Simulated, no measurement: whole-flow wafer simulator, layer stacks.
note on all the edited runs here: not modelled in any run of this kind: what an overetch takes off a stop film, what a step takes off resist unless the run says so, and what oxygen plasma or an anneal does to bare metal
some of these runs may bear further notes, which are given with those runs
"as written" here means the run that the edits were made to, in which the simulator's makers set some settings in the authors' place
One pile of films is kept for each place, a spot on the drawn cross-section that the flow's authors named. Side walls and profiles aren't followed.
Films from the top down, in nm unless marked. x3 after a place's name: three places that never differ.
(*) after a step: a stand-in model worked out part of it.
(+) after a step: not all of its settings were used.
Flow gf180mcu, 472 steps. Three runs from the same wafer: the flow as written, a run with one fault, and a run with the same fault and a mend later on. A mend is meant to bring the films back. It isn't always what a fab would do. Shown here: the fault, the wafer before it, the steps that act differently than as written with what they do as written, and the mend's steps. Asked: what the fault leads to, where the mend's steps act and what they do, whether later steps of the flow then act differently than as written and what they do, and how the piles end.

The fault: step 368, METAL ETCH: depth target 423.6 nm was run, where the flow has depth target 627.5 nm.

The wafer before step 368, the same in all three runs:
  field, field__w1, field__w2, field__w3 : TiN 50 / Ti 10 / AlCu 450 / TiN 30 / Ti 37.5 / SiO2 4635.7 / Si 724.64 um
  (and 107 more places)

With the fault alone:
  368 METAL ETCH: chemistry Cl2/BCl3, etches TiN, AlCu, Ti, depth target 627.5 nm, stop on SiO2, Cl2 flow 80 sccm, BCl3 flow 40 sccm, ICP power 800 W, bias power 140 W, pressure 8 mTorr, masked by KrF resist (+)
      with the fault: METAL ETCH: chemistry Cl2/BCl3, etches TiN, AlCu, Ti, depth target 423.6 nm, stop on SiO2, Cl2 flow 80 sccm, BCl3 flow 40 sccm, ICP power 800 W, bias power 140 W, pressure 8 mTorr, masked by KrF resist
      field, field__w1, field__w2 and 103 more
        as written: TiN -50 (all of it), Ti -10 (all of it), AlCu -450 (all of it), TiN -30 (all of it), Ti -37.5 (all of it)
        with the fault: TiN -50 (all of it), Ti -10 (all of it), AlCu -363.6
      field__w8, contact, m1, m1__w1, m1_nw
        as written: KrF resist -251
        with the fault: KrF resist -169.4
  Later steps of the flow that act differently than as written:
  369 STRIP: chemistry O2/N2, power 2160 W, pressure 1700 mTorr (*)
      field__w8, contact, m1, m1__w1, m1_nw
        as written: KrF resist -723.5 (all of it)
        with the fault: KrF resist -805.1 (all of it)
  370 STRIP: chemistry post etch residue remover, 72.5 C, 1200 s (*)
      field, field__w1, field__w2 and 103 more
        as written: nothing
        with the fault: AlCu -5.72
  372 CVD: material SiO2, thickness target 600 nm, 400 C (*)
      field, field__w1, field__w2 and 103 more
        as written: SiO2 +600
        with the fault: SiO2 +600 (new film)
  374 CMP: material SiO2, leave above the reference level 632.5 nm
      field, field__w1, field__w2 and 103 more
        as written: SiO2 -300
        with the fault: SiO2 -448.2
  At the end the piles differ from the flow's by more than 2% or 0.5 nm, whichever is larger, at field, field__w1, field__w2 and 104 more.
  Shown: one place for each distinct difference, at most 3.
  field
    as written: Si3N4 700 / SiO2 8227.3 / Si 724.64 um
    with the fault: Si3N4 700 / SiO2 3443.4 / AlCu 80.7 / TiN 30 / Ti 37.5 / SiO2 4635.7 / Si 724.64 um
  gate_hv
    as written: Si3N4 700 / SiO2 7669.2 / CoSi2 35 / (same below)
    with the fault: Si3N4 700 / SiO2 3443.4 / AlCu 80.7 / TiN 30 / Ti 37.5 / SiO2 4077.6 / CoSi2 35 / (same below)
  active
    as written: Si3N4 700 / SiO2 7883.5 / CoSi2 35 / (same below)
    with the fault: Si3N4 700 / SiO2 3443.4 / AlCu 80.7 / TiN 30 / Ti 37.5 / SiO2 4291.9 / CoSi2 35 / (same below)

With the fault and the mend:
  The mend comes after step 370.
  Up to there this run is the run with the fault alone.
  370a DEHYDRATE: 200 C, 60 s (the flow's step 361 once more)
      changes no film at any place that is followed
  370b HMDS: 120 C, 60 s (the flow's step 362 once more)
      changes no film at any place that is followed
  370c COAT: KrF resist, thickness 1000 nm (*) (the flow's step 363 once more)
      iso_ptap_pw, iso_ntap_nw, iso_nw_fld and 33 more
        KrF resist +1000 (new film)
      field__w1, field__w2, field__w3 and 17 more
        KrF resist +1002.8 (new film)
      field_sub__w2, field_sub__w4, ld_acc_p and 8 more
        KrF resist +1002.7 (new film)
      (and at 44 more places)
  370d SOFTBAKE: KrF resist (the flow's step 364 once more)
      changes no film at any place that is followed
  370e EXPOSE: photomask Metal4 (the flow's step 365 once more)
      changes no film at any place that is followed
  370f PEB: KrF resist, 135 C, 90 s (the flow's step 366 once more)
      field__w1, field__w2, field__w3 and 56 more
        KrF resist -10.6
      iso_ptap_pw, iso_ntap_nw, iso_nw_fld and 33 more
        KrF resist -10.5
      gate_hv, sd_p, nw_sep_fld, polyc_n, polyc_n_rim
        KrF resist -10.7
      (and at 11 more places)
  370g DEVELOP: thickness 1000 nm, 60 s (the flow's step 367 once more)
      iso_ptap_pw, iso_ntap_nw, iso_nw_fld and 33 more
        KrF resist -989.5 (all of it)
      field__w1, field__w2, field__w3 and 13 more
        KrF resist -992.3 (all of it)
      field_sub__w2, field_sub__w4, ld_drn_n and 7 more
        KrF resist -992.1 (all of it)
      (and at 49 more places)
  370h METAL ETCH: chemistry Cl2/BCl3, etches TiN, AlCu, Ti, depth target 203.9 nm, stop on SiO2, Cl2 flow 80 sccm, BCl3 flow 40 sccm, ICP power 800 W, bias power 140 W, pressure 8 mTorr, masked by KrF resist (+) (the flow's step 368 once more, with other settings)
      field, field__w1, field__w2 and 103 more
        AlCu -80.7 (all of it), TiN -30 (all of it), Ti -37.5 (all of it)
      field__w8, contact, m1, m1__w1, m1_nw
        KrF resist -81.6
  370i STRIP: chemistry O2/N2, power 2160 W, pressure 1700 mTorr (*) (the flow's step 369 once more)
      field__w8
        KrF resist -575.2 (all of it)
      contact
        KrF resist -573.2 (all of it)
      m1
        KrF resist -575.7 (all of it)
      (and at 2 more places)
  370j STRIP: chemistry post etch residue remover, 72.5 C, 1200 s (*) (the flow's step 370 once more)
      field__w8, contact, m1, m1__w1, m1_nw
        TiN -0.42
  No later step of the flow acts differently than as written, at any place that is followed, by more than 2% or 0.5 nm, whichever is larger.
  At the end the piles differ from the flow's only slightly at the places that both follow, by at most 2% or 0.5 nm, whichever is larger.
